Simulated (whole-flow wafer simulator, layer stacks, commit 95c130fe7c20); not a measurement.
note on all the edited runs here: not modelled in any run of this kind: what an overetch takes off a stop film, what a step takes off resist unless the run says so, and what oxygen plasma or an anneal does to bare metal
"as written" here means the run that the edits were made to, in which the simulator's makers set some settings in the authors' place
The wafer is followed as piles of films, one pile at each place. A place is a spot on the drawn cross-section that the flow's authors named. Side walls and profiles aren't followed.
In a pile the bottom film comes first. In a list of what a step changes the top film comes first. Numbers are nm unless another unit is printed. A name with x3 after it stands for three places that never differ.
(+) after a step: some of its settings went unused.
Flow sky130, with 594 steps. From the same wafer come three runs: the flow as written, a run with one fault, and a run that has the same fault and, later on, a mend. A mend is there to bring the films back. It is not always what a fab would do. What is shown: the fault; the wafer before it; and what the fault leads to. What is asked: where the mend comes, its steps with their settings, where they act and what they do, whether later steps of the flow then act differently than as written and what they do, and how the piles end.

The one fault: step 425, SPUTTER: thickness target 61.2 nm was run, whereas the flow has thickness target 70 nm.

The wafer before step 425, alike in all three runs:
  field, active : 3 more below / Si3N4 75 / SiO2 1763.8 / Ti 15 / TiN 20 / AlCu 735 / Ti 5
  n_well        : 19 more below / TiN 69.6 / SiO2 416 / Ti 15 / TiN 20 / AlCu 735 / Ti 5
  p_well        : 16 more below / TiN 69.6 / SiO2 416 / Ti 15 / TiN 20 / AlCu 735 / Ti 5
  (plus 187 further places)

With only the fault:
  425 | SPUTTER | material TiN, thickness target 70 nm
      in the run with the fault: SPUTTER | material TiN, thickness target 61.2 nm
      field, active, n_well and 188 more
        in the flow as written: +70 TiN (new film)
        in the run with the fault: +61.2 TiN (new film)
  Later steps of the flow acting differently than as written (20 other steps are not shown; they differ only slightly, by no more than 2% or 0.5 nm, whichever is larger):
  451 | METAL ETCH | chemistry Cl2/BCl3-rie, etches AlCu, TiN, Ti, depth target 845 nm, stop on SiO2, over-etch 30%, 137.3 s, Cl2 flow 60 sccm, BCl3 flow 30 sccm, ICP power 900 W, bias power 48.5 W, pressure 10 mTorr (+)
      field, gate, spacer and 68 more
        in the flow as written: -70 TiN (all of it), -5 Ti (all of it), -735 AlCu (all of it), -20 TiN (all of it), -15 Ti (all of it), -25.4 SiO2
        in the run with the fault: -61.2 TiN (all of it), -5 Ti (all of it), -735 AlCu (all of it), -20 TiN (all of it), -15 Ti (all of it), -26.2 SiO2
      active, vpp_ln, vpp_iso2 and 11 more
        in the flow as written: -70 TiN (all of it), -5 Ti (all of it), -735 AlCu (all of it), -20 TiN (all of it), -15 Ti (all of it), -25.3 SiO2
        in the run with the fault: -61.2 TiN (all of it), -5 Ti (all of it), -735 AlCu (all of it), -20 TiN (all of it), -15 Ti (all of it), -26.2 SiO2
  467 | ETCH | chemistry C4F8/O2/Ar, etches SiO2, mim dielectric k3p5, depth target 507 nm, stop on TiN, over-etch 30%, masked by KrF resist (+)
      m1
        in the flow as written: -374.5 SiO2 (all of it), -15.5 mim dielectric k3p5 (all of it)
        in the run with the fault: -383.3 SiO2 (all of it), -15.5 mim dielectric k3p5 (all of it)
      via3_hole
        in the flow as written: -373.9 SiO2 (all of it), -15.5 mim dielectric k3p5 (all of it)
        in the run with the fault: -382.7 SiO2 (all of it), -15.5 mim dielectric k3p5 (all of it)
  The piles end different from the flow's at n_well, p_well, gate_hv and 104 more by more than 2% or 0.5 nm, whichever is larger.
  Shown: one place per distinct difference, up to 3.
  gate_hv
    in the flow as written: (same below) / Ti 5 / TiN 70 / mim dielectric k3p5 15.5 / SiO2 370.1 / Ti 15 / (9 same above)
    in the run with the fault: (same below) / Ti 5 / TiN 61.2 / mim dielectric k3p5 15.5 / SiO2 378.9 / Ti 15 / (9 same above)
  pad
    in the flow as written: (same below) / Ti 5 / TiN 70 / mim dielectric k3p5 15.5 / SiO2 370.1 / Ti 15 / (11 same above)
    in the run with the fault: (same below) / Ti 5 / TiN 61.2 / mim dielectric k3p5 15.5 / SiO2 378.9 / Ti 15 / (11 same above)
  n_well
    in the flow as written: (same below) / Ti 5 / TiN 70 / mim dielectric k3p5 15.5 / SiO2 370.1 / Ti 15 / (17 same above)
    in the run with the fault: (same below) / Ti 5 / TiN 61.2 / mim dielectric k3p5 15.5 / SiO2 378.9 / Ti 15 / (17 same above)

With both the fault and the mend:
  After step 425 comes the mend.
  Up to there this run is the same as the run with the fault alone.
  425a | SPUTTER | material TiN, thickness target 8.8 nm (a further turn of the flow's step 425, with different settings)
      field, active, n_well and 188 more
        +8.8 TiN
  Every later step of the flow that is run acts as written at every place that is followed.
  By the end, the piles equal the flow's at every place that both follow.
